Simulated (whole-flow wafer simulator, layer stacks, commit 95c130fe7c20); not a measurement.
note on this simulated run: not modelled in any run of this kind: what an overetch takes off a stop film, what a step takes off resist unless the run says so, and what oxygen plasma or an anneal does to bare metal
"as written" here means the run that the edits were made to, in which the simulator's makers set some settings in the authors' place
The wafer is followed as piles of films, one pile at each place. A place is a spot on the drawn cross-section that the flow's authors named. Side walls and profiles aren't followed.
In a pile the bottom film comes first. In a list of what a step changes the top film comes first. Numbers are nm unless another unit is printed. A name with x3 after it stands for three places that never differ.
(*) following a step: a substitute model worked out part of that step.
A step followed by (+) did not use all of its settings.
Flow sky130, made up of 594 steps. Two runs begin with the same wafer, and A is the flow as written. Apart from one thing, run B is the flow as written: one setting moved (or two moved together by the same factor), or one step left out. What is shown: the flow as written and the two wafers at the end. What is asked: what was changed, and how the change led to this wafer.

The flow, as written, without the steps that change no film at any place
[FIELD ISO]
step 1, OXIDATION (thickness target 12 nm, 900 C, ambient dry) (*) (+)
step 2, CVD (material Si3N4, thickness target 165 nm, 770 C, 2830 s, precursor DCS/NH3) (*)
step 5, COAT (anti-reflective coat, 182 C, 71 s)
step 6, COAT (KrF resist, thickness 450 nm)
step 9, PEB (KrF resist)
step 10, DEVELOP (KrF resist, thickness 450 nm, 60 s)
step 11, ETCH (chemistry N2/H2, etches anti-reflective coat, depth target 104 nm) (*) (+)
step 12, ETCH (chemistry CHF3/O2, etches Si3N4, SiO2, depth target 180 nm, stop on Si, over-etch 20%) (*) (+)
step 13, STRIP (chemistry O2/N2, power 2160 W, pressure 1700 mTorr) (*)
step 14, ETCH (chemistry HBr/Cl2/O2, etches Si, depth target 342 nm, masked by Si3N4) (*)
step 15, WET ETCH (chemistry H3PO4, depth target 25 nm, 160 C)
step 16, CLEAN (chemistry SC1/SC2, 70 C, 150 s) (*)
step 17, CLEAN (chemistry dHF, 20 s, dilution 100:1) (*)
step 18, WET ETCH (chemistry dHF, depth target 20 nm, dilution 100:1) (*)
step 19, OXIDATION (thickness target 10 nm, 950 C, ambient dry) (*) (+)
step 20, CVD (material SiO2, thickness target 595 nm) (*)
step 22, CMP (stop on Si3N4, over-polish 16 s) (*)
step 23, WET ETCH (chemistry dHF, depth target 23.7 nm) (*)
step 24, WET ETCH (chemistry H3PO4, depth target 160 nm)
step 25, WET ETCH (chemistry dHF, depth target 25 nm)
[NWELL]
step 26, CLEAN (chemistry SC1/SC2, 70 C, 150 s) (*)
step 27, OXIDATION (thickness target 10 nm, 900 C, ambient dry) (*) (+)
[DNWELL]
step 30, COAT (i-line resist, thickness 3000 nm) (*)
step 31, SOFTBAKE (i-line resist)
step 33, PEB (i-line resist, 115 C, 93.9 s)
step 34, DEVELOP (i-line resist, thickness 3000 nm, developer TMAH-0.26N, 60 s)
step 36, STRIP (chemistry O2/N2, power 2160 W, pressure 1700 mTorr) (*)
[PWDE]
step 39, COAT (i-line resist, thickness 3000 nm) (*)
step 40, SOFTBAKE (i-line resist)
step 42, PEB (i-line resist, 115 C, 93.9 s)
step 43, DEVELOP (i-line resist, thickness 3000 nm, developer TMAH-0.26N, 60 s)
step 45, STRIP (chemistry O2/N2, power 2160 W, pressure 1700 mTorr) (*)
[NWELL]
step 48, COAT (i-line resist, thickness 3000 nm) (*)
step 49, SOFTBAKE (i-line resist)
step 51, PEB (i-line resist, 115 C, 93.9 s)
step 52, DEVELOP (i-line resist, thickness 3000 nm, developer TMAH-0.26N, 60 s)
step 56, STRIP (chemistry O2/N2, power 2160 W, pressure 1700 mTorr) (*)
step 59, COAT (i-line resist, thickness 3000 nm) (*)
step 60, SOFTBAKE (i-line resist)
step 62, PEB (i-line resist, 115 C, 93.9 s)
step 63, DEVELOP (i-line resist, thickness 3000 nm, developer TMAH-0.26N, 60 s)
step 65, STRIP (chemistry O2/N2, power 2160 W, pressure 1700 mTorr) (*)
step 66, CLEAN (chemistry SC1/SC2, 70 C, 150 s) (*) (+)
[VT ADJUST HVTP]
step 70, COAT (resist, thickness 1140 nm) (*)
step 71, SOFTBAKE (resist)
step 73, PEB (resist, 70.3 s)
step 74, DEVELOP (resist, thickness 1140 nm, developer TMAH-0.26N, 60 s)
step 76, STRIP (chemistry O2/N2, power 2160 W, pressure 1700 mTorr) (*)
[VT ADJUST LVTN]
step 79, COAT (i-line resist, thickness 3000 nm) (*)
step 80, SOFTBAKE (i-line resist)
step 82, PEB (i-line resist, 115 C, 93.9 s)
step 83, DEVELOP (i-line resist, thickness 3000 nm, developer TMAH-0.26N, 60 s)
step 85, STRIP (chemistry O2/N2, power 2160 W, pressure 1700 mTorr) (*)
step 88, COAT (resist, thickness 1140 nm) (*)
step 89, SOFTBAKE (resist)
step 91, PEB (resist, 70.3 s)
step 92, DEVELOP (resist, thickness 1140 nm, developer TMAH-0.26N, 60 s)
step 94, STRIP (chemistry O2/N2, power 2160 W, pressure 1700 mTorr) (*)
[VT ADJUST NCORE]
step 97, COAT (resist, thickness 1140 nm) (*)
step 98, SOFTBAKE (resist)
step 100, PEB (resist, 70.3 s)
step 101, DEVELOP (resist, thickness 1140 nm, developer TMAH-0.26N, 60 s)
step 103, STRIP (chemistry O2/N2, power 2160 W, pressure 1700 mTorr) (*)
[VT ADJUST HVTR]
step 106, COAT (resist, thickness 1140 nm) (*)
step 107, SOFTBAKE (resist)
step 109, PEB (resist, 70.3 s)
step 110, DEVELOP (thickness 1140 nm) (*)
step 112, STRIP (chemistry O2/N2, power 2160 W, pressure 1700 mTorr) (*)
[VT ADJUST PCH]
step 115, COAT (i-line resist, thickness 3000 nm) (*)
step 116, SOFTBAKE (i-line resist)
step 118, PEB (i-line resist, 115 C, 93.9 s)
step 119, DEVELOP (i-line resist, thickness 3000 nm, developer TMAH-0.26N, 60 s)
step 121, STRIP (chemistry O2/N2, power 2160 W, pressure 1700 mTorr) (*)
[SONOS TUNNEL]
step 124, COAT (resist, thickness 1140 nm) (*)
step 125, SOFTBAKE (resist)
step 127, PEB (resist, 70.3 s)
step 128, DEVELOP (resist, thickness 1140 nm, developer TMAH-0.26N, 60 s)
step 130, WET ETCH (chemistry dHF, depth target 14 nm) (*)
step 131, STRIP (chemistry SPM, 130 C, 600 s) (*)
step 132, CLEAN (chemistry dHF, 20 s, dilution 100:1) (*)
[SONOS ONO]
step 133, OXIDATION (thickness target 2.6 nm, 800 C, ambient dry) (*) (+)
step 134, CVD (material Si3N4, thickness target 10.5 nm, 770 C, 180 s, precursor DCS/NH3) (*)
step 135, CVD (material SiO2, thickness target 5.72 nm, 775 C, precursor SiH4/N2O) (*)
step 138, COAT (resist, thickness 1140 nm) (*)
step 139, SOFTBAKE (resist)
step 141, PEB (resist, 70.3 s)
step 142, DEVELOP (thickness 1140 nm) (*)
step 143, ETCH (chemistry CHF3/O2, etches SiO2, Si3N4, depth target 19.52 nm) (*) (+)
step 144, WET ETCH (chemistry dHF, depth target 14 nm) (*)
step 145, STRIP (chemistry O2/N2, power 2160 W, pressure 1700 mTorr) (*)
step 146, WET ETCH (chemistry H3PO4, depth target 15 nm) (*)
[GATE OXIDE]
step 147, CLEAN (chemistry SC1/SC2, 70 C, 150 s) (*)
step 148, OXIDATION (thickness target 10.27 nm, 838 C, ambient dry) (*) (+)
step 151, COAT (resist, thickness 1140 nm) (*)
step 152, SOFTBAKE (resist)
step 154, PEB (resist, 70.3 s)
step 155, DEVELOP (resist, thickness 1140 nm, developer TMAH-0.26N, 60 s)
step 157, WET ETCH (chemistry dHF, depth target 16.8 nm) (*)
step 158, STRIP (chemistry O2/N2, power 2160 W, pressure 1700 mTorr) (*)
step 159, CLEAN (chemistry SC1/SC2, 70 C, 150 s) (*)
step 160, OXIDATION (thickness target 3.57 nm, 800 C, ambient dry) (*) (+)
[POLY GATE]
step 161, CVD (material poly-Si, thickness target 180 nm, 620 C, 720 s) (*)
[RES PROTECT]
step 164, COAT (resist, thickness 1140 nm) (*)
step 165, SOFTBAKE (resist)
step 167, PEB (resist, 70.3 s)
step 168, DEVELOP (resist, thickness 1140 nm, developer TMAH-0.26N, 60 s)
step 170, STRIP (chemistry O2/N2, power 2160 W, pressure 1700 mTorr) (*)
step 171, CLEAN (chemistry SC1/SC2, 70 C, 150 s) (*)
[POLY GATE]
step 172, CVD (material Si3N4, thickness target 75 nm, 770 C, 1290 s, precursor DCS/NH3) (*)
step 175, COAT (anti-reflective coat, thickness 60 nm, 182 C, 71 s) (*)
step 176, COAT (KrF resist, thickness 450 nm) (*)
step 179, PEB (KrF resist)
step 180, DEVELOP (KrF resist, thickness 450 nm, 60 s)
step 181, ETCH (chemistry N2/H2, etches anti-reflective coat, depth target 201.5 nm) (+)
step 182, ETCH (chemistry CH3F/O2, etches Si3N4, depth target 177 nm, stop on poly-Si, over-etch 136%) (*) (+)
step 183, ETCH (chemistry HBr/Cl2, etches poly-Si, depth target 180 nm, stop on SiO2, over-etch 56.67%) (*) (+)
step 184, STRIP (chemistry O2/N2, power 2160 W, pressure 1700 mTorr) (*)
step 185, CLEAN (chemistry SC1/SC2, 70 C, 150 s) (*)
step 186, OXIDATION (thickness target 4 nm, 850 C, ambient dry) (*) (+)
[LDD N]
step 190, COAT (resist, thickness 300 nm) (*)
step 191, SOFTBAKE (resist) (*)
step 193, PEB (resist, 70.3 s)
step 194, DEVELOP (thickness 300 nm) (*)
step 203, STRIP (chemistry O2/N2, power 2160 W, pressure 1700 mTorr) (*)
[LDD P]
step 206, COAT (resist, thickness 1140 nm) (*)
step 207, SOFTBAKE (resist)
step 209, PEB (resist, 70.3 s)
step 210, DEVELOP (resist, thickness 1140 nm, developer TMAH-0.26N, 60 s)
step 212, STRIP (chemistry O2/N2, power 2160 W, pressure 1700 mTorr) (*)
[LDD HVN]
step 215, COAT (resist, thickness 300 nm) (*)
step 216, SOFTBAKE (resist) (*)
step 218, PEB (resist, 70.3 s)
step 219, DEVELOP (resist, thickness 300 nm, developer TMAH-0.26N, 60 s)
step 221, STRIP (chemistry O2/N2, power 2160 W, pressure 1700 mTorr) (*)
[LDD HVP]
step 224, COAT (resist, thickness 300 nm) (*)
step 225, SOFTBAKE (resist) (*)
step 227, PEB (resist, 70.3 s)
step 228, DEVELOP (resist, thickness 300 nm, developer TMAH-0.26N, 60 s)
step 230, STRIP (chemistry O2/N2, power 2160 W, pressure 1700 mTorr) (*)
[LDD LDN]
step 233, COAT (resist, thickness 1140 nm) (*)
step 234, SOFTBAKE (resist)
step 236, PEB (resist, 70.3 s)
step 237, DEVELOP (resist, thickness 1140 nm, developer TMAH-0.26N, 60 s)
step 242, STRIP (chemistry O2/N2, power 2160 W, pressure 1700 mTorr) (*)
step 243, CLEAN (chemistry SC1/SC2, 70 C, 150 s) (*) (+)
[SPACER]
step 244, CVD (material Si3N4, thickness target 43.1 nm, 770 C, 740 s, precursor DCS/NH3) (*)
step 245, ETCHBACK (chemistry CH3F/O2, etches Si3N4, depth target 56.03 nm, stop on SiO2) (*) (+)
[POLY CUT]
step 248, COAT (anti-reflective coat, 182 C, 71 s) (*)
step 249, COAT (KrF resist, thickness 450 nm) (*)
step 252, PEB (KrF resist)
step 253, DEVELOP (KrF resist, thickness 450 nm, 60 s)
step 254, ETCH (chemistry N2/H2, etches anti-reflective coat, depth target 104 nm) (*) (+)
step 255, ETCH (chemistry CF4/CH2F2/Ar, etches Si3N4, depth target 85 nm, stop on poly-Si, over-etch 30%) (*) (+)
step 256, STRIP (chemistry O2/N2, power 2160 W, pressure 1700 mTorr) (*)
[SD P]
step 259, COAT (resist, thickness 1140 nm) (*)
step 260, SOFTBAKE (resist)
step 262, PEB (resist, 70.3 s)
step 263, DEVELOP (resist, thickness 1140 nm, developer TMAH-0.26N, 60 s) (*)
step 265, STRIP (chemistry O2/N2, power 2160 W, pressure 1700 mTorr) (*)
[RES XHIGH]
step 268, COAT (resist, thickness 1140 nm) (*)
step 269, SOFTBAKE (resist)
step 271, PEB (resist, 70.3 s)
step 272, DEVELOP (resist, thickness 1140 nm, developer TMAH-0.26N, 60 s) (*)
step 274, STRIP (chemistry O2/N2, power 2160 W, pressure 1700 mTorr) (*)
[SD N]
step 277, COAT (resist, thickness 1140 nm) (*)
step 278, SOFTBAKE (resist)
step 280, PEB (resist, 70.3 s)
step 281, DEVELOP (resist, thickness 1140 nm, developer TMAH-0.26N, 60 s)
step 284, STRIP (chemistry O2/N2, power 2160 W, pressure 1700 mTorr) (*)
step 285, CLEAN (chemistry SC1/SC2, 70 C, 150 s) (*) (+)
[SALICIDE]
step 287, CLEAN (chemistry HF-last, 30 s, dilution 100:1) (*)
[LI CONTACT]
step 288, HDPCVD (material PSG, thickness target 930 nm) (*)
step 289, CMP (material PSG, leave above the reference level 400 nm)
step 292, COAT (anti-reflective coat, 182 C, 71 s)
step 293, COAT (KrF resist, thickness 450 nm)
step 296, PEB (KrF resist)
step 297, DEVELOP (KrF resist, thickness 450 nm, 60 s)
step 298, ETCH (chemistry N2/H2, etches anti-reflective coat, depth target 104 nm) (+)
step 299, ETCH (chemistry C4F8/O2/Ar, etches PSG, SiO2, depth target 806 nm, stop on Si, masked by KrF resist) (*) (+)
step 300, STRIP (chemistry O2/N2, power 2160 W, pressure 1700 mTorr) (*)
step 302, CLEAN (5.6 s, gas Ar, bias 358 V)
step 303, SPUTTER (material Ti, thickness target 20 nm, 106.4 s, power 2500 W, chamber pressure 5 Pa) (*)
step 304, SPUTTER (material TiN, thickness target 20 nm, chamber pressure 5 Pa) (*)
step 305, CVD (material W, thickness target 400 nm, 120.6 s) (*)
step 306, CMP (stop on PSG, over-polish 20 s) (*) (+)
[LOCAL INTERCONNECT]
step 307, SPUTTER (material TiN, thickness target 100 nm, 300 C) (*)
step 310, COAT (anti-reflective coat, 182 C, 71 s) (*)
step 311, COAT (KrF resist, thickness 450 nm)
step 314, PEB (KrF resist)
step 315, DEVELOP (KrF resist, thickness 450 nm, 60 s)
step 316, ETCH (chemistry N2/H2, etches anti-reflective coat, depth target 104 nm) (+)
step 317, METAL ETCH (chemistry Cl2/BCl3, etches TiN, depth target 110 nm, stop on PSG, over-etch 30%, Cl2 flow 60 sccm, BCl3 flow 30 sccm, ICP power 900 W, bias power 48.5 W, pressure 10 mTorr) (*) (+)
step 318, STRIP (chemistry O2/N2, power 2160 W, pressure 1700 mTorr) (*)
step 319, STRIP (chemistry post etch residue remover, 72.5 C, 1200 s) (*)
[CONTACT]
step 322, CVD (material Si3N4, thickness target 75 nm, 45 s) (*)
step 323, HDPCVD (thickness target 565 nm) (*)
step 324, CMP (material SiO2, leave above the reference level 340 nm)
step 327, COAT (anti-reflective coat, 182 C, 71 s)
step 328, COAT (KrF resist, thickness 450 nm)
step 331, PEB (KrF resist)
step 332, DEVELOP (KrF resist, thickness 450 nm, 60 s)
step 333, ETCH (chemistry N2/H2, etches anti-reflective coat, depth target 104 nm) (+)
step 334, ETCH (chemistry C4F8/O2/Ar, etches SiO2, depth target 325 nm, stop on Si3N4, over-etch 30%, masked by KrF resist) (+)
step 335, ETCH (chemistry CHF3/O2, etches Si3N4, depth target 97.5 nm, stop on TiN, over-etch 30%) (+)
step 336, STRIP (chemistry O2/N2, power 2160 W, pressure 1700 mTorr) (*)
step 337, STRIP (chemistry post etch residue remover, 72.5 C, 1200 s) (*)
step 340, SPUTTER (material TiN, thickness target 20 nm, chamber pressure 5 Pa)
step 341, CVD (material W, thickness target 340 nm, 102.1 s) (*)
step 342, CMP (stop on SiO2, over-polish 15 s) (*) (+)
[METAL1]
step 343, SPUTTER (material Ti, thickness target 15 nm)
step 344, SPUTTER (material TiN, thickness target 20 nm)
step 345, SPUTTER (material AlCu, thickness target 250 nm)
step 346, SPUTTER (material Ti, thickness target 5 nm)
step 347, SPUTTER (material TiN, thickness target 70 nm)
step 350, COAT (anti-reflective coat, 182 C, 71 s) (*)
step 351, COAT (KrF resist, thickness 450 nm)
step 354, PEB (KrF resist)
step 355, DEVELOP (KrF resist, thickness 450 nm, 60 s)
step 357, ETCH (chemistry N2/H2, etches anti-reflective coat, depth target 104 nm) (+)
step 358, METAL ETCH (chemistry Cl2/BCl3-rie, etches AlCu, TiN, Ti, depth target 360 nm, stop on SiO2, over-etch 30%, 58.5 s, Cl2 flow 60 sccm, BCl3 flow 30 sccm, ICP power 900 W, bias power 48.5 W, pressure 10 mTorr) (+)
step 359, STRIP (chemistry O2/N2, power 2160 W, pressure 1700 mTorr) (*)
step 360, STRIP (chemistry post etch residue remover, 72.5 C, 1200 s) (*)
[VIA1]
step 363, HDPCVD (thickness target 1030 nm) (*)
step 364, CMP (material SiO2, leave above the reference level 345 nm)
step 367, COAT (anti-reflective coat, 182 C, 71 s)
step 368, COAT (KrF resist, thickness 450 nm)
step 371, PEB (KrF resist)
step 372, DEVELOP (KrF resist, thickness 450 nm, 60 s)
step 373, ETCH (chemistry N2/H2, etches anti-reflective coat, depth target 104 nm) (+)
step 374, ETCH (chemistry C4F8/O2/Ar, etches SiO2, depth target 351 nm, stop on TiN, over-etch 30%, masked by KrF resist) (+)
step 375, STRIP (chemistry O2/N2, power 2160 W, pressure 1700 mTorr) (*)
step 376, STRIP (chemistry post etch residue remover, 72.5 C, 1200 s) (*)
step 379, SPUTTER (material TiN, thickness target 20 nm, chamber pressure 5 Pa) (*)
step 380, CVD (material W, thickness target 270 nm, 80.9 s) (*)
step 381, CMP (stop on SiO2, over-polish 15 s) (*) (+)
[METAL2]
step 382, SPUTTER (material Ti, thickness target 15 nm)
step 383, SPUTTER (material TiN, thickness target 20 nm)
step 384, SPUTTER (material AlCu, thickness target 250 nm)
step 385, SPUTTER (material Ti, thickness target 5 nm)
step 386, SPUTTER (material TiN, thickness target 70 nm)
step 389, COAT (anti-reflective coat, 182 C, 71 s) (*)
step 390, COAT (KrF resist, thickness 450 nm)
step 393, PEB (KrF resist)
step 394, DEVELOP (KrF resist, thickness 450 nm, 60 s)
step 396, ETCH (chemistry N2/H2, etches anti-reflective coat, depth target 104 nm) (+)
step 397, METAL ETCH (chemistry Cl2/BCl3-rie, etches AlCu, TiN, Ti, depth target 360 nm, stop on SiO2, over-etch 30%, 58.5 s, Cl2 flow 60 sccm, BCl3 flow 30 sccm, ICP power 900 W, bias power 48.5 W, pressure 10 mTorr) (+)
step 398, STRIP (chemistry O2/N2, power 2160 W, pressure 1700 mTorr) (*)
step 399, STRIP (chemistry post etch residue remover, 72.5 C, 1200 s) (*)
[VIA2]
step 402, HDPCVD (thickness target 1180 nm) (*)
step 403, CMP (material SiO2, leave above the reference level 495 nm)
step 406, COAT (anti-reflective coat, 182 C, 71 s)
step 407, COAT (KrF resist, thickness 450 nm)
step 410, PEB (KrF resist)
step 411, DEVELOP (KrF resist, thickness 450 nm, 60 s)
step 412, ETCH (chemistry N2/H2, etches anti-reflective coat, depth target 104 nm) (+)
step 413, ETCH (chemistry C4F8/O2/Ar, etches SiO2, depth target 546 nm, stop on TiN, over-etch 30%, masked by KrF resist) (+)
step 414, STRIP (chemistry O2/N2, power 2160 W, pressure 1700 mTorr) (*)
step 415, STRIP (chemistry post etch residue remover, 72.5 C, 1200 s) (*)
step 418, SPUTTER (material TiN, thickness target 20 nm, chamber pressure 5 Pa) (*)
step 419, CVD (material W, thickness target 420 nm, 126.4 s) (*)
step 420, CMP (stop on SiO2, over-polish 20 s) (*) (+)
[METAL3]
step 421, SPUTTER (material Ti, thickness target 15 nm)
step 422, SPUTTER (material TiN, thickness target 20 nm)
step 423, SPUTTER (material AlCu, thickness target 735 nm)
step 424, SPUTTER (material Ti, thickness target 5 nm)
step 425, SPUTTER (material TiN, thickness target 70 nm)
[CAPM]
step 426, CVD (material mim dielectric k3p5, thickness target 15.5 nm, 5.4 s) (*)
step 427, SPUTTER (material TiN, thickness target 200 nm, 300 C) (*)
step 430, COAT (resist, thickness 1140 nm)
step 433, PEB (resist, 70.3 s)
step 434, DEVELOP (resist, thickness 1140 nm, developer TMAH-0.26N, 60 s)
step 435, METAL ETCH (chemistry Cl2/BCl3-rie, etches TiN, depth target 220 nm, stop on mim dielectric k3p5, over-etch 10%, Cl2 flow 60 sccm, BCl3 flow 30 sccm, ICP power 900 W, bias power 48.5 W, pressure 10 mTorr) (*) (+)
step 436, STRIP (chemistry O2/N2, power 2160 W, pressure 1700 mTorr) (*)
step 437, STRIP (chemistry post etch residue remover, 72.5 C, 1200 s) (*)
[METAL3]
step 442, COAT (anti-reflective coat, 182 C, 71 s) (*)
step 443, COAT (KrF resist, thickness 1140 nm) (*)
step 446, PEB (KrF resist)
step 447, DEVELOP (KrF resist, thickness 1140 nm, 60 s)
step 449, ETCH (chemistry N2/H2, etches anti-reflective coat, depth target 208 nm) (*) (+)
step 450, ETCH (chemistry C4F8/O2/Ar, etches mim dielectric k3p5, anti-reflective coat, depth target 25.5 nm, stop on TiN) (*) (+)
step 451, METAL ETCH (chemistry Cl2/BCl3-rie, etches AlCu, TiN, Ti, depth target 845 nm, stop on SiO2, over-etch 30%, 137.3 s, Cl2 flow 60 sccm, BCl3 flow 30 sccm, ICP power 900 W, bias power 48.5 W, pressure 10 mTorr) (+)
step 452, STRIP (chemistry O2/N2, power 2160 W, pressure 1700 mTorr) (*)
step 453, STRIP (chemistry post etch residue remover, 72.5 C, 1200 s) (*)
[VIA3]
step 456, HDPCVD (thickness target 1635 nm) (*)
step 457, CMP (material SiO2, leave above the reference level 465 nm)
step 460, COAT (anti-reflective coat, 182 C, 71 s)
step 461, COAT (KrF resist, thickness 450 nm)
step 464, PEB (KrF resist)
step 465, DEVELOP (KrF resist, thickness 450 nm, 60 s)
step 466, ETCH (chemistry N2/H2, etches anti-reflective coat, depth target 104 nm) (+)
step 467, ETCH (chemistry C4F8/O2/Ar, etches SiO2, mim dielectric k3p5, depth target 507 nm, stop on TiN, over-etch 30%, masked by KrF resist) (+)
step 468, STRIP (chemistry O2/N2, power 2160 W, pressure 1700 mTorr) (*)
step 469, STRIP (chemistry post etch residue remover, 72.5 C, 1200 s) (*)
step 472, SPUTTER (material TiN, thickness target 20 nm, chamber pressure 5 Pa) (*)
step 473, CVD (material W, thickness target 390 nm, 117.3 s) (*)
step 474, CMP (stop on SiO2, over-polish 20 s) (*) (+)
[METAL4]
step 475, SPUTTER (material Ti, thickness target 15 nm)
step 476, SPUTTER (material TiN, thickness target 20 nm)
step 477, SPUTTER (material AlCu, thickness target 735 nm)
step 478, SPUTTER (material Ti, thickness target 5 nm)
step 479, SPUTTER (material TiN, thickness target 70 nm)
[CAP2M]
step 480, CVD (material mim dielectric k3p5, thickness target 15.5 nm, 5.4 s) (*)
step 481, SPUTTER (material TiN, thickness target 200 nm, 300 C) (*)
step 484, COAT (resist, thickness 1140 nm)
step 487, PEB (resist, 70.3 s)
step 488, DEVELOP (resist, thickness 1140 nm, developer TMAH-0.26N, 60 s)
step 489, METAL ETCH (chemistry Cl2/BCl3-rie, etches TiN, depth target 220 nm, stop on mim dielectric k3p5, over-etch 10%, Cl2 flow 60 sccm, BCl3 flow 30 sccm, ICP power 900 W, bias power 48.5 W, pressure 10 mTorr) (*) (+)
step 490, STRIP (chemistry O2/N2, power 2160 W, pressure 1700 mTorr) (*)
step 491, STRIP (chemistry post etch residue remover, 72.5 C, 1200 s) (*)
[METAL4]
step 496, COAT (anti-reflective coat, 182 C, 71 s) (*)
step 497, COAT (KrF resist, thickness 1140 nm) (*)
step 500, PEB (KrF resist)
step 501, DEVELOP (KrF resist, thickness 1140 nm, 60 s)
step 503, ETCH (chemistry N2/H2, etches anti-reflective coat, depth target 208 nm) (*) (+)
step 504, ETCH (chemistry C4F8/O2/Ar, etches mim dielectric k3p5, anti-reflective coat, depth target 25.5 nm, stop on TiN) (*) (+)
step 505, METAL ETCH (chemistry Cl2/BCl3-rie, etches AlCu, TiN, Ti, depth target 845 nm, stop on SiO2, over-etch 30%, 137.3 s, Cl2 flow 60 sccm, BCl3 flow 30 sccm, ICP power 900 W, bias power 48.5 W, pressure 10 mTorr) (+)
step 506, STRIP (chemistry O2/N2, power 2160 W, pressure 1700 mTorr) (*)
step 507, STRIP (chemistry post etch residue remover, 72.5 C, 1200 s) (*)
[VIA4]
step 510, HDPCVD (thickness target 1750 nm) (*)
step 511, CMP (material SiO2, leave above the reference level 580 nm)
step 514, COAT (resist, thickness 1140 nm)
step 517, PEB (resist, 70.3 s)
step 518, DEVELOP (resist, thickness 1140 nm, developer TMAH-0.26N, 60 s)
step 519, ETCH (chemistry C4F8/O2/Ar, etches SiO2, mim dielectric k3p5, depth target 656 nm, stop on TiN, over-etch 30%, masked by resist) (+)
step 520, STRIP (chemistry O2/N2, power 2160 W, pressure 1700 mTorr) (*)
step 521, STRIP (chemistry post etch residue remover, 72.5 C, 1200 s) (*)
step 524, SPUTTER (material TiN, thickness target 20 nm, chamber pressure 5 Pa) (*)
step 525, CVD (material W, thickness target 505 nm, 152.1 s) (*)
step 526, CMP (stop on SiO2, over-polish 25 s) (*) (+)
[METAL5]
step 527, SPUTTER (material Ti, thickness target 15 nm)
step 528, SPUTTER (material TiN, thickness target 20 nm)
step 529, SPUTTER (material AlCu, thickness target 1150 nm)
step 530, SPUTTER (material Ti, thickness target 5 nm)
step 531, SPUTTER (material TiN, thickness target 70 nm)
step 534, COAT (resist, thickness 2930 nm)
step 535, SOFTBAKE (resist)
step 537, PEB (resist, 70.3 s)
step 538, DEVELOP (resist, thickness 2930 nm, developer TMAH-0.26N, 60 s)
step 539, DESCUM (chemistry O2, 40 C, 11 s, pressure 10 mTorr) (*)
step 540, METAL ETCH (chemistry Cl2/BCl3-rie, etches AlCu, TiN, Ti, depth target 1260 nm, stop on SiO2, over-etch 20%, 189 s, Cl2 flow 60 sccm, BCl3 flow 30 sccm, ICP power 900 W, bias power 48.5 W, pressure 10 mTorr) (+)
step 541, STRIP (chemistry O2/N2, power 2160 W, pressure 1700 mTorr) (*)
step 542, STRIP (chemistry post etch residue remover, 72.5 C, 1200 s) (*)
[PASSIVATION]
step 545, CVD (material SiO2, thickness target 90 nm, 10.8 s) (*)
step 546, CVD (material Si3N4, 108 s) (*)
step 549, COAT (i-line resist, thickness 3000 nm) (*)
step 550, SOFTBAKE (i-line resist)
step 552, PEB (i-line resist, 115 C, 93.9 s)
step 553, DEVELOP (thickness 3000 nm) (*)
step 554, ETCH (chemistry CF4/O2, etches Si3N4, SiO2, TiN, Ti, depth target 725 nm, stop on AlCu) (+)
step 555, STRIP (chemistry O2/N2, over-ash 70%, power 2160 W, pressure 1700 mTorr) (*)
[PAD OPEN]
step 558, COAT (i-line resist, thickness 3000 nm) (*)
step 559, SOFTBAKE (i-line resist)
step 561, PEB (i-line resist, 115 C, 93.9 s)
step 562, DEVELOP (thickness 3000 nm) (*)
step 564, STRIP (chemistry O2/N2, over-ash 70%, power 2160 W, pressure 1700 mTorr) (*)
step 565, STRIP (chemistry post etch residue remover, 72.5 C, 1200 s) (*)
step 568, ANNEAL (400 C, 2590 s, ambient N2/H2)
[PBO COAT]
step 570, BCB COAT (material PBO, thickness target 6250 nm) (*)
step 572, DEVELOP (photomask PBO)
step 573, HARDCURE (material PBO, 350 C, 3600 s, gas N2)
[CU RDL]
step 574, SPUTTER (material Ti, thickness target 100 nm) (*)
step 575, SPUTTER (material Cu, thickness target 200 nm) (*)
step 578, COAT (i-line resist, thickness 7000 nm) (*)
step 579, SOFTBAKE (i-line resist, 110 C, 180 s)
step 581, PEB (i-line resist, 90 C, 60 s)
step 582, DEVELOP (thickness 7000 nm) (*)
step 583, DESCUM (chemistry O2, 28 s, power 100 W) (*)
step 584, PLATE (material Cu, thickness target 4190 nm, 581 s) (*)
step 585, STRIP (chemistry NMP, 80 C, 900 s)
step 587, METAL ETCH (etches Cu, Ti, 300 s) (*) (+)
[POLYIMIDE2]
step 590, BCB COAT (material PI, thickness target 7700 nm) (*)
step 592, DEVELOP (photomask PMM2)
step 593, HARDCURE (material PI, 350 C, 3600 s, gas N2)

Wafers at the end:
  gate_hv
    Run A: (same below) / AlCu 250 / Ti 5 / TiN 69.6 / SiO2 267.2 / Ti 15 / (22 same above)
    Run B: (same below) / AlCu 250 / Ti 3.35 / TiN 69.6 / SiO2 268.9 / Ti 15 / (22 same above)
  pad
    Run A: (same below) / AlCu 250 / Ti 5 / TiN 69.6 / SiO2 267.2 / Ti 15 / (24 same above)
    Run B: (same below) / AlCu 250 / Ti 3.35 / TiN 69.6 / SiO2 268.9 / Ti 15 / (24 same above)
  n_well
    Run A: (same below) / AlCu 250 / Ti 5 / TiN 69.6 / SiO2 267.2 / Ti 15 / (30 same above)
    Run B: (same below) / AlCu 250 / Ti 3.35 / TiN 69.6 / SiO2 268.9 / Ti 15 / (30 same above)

The reason: step 346, SPUTTER: thickness target 3.35 nm was run, though the flow has thickness target 5 nm.
One can read it off the wafer: gate_hv has Ti 3.35, and step 346 as written asks for 5 nm.

Step by step, how the change led to this:
  step 346, SPUTTER (material Ti, thickness target 5 nm)
      field, active, n_well and 188 more: A +5 Ti (new film) | B +3.35 Ti (new film)
  step 358, METAL ETCH (chemistry Cl2/BCl3-rie, etches AlCu, TiN, Ti, depth target 360 nm, stop on SiO2, over-etch 30%, 58.5 s, Cl2 flow 60 sccm, BCl3 flow 30 sccm, ICP power 900 W, bias power 48.5 W, pressure 10 mTorr) (+)
      field, active, gate and 81 more: A -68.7 TiN (all of it), -5 Ti (all of it), -250 AlCu (all of it), -20 TiN (all of it), -15 Ti (all of it), -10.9 SiO2 | B -68.7 TiN (all of it), -3.35 Ti (all of it), -250 AlCu (all of it), -20 TiN (all of it), -15 Ti (all of it), -11.1 SiO2
